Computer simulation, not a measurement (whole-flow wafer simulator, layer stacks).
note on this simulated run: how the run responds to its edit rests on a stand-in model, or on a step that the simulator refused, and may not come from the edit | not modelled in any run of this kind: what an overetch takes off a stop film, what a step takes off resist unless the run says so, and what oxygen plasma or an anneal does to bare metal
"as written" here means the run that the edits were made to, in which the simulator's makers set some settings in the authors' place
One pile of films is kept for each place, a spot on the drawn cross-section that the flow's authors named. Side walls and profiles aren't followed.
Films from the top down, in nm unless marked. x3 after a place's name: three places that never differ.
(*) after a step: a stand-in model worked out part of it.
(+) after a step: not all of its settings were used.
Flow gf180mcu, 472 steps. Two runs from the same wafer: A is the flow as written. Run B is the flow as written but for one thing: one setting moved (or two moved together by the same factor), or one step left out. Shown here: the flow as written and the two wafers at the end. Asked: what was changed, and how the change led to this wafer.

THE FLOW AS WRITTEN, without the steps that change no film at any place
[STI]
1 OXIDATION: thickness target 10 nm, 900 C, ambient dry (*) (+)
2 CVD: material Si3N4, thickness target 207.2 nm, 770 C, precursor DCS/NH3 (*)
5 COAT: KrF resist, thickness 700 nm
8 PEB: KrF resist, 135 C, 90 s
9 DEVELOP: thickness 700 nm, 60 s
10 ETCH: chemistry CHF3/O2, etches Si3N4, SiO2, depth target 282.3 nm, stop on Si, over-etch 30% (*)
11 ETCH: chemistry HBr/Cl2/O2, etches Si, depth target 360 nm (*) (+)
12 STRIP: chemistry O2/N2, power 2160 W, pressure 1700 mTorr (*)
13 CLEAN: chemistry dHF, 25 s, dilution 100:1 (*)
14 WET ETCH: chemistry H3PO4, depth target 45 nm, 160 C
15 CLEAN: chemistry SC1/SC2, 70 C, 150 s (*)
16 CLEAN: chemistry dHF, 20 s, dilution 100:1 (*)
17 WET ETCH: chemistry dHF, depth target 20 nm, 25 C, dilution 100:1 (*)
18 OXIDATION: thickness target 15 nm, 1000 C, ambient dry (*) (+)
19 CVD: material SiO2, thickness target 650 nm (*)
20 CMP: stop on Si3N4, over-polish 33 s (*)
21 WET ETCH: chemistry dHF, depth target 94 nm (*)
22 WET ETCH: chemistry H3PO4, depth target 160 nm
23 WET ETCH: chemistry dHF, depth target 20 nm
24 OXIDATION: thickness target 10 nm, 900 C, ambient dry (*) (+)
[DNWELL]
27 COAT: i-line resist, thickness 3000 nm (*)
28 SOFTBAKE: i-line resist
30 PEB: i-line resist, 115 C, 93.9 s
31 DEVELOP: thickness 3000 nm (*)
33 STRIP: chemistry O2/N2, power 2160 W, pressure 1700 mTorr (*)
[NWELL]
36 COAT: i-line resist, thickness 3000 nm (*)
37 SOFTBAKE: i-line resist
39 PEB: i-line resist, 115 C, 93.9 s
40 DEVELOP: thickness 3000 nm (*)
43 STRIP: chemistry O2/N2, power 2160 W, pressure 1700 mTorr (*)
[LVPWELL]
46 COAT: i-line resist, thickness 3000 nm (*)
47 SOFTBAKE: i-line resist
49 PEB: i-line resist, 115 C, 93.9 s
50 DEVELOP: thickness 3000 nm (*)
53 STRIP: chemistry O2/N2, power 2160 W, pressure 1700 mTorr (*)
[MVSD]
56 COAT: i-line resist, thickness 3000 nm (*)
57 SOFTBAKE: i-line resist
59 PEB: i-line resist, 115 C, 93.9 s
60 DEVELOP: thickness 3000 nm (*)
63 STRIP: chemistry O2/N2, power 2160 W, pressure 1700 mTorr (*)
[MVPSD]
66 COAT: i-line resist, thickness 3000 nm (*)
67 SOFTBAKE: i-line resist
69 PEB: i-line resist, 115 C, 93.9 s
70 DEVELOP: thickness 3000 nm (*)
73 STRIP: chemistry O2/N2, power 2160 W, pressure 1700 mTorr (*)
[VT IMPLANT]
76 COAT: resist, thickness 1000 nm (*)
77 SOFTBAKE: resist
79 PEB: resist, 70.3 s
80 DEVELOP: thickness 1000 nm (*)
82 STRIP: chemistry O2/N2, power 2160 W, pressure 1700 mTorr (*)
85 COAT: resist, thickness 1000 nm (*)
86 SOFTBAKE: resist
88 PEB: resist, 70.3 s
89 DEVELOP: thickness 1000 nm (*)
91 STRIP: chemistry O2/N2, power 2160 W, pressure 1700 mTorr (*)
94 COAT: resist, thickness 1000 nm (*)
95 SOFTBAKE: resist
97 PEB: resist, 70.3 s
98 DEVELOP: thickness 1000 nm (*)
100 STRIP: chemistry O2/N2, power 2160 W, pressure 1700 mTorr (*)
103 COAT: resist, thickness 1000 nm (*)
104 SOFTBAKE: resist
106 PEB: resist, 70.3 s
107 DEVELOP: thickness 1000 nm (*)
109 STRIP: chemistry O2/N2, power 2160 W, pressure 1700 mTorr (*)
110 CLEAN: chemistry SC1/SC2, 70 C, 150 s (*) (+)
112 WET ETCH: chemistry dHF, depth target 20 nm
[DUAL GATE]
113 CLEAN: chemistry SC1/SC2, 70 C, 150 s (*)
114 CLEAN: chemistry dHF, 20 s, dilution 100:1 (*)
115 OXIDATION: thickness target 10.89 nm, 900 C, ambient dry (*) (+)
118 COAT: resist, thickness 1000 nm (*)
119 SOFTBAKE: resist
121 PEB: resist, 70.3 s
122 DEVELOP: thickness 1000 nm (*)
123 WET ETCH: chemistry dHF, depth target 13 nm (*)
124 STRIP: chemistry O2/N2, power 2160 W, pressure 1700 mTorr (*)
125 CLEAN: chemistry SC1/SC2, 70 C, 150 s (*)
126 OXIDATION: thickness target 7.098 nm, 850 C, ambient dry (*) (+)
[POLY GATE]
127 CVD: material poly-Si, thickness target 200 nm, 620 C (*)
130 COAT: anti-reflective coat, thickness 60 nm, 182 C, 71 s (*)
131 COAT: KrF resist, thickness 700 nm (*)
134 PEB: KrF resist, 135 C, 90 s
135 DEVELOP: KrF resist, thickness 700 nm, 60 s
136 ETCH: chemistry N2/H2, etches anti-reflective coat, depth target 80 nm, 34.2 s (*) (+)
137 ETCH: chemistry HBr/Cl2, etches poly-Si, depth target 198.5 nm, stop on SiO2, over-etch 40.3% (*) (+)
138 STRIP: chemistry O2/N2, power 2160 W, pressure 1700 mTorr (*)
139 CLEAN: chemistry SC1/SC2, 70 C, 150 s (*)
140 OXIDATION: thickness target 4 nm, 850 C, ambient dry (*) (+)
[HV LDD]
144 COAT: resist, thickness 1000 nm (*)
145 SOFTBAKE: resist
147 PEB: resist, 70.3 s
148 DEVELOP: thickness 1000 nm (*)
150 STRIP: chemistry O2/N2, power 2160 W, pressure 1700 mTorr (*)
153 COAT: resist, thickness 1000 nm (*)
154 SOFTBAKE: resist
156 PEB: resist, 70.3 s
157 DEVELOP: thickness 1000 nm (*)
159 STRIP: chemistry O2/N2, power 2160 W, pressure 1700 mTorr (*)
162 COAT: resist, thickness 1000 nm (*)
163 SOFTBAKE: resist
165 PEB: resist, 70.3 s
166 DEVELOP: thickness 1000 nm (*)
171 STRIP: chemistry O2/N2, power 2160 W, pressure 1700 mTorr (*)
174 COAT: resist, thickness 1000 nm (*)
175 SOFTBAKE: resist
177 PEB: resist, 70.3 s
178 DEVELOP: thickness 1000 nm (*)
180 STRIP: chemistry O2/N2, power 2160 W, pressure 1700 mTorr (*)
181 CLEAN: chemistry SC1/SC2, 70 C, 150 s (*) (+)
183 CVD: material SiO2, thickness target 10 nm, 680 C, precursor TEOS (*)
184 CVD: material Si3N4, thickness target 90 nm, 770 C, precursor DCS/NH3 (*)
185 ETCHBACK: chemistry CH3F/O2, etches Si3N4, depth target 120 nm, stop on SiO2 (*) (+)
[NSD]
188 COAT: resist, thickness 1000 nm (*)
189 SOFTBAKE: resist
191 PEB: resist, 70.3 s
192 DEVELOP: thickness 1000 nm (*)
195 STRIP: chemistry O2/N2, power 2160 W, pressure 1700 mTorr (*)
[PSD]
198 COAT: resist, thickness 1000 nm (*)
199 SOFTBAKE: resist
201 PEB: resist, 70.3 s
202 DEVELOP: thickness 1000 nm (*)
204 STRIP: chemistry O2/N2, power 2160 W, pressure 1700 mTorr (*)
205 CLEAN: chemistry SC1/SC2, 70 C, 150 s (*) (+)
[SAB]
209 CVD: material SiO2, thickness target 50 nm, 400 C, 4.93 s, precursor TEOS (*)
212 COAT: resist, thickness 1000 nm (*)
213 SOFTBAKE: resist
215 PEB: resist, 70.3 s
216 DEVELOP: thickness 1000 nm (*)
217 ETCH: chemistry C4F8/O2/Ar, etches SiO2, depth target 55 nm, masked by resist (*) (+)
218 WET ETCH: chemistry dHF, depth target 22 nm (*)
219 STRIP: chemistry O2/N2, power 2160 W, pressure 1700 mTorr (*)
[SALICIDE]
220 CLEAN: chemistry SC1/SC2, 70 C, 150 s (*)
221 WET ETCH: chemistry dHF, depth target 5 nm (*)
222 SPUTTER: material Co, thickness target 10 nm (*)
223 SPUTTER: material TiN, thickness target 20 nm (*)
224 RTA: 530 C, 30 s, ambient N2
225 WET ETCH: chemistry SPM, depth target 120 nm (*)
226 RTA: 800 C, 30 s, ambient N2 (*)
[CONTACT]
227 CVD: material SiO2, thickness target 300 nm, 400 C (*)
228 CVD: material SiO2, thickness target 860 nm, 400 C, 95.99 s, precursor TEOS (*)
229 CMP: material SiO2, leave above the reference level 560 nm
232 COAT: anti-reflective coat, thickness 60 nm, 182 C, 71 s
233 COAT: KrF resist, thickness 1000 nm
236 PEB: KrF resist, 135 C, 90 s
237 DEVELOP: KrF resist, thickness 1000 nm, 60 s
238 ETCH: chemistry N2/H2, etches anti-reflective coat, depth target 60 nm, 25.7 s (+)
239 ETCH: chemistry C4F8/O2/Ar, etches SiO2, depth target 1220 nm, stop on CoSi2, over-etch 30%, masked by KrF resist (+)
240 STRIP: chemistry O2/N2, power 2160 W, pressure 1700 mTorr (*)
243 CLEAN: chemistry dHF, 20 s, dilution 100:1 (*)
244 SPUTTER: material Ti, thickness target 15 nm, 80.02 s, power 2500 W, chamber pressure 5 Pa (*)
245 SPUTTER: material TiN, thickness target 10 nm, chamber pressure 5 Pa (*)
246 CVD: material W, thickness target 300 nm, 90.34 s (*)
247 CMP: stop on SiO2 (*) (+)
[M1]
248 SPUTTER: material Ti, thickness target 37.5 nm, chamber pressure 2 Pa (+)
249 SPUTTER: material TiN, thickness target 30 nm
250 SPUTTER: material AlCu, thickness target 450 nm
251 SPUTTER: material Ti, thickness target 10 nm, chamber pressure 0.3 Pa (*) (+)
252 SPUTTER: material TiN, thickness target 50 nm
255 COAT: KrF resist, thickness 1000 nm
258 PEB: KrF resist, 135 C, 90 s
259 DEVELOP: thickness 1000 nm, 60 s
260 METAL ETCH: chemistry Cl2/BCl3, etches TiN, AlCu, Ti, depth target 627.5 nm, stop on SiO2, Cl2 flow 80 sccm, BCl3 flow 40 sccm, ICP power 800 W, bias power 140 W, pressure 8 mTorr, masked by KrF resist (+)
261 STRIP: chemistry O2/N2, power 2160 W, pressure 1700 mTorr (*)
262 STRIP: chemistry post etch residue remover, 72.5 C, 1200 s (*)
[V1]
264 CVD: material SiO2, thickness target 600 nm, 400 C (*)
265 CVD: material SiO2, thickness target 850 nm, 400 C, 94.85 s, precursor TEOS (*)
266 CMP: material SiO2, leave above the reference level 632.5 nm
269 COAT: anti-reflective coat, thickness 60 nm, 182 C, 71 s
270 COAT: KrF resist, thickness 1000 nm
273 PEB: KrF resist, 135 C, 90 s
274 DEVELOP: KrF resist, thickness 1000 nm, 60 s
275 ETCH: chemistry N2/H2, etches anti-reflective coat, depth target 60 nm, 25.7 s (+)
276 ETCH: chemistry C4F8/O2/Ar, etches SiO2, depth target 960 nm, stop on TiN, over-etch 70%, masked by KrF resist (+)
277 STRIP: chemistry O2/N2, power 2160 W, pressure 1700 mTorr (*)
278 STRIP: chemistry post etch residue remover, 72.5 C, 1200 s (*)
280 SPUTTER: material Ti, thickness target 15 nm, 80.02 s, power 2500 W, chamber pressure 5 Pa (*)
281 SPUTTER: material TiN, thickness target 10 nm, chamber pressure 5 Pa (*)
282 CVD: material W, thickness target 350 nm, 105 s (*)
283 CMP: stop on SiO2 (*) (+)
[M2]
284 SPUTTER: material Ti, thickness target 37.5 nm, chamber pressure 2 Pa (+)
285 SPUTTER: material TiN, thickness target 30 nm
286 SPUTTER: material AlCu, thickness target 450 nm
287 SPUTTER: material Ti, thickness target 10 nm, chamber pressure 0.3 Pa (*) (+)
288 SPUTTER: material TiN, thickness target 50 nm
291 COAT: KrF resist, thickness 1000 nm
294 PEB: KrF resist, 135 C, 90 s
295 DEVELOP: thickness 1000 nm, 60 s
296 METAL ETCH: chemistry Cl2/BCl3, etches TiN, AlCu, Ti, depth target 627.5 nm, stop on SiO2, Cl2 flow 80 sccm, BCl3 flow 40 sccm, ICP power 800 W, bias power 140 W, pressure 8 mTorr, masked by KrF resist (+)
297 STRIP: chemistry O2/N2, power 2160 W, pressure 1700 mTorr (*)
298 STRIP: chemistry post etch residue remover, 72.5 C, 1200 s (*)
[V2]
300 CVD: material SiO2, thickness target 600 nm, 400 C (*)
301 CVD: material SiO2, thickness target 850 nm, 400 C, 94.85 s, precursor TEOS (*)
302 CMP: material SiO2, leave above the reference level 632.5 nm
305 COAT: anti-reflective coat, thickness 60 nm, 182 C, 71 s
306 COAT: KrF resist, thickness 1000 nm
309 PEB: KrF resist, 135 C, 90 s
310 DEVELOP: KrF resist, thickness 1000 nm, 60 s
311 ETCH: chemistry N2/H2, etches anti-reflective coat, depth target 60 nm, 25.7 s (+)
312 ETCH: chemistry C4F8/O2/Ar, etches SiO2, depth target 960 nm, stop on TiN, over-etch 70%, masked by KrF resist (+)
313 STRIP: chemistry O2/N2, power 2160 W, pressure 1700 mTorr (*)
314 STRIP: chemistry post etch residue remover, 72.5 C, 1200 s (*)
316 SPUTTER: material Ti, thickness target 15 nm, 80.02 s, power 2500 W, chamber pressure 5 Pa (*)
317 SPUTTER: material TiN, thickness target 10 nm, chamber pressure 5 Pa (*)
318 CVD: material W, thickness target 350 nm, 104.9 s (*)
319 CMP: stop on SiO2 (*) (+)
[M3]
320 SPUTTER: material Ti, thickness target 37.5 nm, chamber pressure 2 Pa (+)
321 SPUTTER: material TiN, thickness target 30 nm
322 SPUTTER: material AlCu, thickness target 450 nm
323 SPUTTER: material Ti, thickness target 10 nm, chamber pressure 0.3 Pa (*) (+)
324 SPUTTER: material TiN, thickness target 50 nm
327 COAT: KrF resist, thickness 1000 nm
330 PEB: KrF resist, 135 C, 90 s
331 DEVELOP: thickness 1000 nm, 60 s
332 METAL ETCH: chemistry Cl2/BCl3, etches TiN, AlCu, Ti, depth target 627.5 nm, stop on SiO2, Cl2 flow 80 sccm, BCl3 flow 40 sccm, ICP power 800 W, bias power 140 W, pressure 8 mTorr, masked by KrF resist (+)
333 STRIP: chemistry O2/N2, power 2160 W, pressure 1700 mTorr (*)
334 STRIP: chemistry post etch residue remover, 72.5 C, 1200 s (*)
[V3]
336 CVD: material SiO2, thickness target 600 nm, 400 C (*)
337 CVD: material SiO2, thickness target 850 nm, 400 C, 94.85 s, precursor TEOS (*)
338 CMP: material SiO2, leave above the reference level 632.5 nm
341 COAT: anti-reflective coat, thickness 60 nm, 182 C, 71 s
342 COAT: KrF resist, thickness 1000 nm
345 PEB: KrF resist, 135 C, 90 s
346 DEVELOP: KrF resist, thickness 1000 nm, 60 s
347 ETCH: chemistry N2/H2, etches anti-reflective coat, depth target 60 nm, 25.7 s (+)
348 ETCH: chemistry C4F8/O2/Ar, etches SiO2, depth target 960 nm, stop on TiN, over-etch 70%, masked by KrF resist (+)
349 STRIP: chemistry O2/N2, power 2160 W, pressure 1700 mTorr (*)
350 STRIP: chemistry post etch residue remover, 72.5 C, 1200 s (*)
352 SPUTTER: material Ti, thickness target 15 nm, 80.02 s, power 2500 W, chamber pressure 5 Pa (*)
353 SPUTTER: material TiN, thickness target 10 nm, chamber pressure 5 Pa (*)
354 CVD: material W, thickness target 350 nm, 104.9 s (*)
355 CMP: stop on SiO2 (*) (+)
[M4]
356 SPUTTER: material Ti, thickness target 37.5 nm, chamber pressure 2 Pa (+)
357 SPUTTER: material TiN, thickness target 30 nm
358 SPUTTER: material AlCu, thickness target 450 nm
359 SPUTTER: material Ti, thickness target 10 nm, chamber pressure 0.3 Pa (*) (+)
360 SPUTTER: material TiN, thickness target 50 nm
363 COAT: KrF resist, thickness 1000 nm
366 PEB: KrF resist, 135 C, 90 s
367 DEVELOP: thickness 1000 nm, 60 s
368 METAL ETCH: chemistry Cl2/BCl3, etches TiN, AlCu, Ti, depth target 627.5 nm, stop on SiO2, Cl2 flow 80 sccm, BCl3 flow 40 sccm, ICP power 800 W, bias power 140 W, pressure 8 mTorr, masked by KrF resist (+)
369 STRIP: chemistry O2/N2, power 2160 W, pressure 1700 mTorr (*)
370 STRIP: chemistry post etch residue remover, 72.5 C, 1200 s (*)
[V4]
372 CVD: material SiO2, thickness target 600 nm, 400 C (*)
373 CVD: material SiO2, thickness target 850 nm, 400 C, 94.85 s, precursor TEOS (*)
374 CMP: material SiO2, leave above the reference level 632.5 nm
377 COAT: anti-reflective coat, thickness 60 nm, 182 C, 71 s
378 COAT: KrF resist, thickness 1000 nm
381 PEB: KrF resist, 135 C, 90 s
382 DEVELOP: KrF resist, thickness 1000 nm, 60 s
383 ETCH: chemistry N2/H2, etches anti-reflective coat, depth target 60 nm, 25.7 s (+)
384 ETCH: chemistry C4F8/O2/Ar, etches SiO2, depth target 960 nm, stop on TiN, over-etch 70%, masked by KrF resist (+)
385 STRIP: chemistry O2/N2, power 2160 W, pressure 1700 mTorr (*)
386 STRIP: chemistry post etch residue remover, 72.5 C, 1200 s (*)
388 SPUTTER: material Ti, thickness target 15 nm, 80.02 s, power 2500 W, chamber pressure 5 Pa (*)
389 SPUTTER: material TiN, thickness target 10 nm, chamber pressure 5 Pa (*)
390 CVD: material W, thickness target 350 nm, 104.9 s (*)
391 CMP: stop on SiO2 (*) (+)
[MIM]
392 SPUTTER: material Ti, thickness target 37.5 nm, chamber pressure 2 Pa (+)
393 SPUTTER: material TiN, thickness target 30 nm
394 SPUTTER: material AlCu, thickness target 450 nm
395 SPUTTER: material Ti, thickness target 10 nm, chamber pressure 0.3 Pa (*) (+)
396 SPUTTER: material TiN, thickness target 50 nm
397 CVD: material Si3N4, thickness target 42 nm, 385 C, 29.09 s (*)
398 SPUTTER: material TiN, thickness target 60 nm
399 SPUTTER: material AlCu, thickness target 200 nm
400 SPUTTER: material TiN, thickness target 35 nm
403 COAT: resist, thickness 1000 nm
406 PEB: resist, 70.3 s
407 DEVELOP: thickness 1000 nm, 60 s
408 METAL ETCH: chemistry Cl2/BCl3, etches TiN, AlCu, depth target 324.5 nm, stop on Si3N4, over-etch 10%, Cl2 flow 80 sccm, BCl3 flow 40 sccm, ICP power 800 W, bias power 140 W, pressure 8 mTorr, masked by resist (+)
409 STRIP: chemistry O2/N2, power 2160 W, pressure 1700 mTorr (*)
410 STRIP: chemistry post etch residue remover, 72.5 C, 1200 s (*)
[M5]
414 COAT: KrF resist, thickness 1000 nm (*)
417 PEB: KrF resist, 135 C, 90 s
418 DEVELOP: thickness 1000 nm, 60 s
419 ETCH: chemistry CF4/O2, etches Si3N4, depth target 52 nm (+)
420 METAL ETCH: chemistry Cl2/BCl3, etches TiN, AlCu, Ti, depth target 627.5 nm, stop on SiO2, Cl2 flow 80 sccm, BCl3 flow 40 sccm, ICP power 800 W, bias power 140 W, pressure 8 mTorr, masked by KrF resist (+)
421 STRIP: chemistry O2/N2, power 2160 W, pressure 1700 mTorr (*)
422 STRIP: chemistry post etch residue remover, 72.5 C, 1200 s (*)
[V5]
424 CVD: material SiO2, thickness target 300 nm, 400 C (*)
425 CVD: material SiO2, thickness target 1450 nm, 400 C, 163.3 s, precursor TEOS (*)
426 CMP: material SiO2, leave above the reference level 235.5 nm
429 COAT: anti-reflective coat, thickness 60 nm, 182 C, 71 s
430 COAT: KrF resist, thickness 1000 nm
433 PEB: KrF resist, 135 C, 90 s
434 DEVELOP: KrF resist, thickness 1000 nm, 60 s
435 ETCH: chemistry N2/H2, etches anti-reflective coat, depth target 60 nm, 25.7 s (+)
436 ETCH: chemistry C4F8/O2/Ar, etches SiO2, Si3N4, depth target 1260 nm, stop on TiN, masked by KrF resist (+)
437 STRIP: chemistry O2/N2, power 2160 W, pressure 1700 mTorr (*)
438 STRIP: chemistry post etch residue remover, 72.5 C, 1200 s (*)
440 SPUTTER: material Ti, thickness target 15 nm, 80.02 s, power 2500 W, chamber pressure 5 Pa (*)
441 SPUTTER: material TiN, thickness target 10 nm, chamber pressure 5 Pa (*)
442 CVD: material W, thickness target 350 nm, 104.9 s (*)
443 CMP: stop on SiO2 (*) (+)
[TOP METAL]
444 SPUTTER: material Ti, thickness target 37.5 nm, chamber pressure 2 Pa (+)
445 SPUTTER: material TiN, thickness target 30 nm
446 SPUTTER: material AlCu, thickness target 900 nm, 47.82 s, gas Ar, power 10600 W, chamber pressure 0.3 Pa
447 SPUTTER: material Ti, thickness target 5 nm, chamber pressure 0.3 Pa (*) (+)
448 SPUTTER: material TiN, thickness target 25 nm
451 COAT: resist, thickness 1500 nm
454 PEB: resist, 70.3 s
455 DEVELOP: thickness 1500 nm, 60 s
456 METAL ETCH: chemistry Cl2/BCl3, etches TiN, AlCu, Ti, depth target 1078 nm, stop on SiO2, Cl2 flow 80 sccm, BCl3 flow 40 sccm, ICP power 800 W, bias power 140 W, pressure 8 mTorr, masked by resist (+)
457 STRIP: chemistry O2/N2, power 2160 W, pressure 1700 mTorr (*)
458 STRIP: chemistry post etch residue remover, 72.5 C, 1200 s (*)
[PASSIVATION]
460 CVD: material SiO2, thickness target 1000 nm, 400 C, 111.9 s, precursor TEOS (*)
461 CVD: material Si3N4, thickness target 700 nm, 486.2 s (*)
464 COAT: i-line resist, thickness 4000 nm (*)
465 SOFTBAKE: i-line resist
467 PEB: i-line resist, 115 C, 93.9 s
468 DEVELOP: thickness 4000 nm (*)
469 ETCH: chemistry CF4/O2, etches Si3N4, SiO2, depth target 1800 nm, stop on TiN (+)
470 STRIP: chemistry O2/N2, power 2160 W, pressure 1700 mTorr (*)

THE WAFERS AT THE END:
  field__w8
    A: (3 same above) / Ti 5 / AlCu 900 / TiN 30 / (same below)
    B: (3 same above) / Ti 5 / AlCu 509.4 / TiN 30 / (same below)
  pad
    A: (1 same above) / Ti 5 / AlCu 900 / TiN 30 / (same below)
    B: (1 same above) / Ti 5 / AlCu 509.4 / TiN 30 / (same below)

The cause: step 446, SPUTTER: 27.5 s was run, where the flow has 47.82 s.

How the change led to this, step by step:
  446 SPUTTER: material AlCu, thickness target 900 nm, 47.82 s, gas Ar, power 10600 W, chamber pressure 0.3 Pa
      field, field__w1, field__w2 and 109 more: A AlCu +900 (new film) | B AlCu +509.4 (new film)
  456 METAL ETCH: chemistry Cl2/BCl3, etches TiN, AlCu, Ti, depth target 1078 nm, stop on SiO2, Cl2 flow 80 sccm, BCl3 flow 40 sccm, ICP power 800 W, bias power 140 W, pressure 8 mTorr, masked by resist (+)
      field, field__w1, field__w2 and 103 more: A TiN -25 (all of it), Ti -5 (all of it), AlCu -900 (all of it), TiN -30 (all of it), Ti -37.5 (all of it) | B TiN -25 (all of it), Ti -5 (all of it), AlCu -509.4 (all of it), TiN -30 (all of it), Ti -37.5 (all of it)
      field__w8, contact, m1, m1__w1, pad, m1_nw: A resist -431 | B resist -364.1
  457 STRIP: chemistry O2/N2, power 2160 W, pressure 1700 mTorr (*)
      field__w8, contact, m1, m1__w1, pad, m1_nw: A resist -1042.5 (all of it) | B resist -1109.3 (all of it)
  464 COAT: i-line resist, thickness 4000 nm (*)
      field__w8: A i-line resist +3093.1 (new film) | B i-line resist +3441.8 (new film)
      contact: A i-line resist +3153.6 (new film) | B i-line resist +3471.1 (new film)
      (and at 4 more places)
  465 SOFTBAKE: i-line resist
      gate: A i-line resist +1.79 | B i-line resist -0.85
      field__w11, field__w13: A i-line resist +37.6 | B i-line resist +19.4
      (and at 66 more places)
  467 PEB: i-line resist, 115 C, 93.9 s
      field__w8, m1__w1: A i-line resist -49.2 | B i-line resist -56.3
      contact, m1: A i-line resist -49.6 | B i-line resist -56.6
      (and at 2 more places)
  468 DEVELOP: thickness 4000 nm (*)
      pad: A i-line resist -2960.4 (all of it) | B i-line resist -3341 (all of it)
  470 STRIP: chemistry O2/N2, power 2160 W, pressure 1700 mTorr (*)
      field__w8, m1__w1: A i-line resist -1775.9 (all of it) | B i-line resist -2150.4 (all of it)
      contact: A i-line resist -1798.3 (all of it) | B i-line resist -2161.5 (all of it)
      (and at 2 more places)
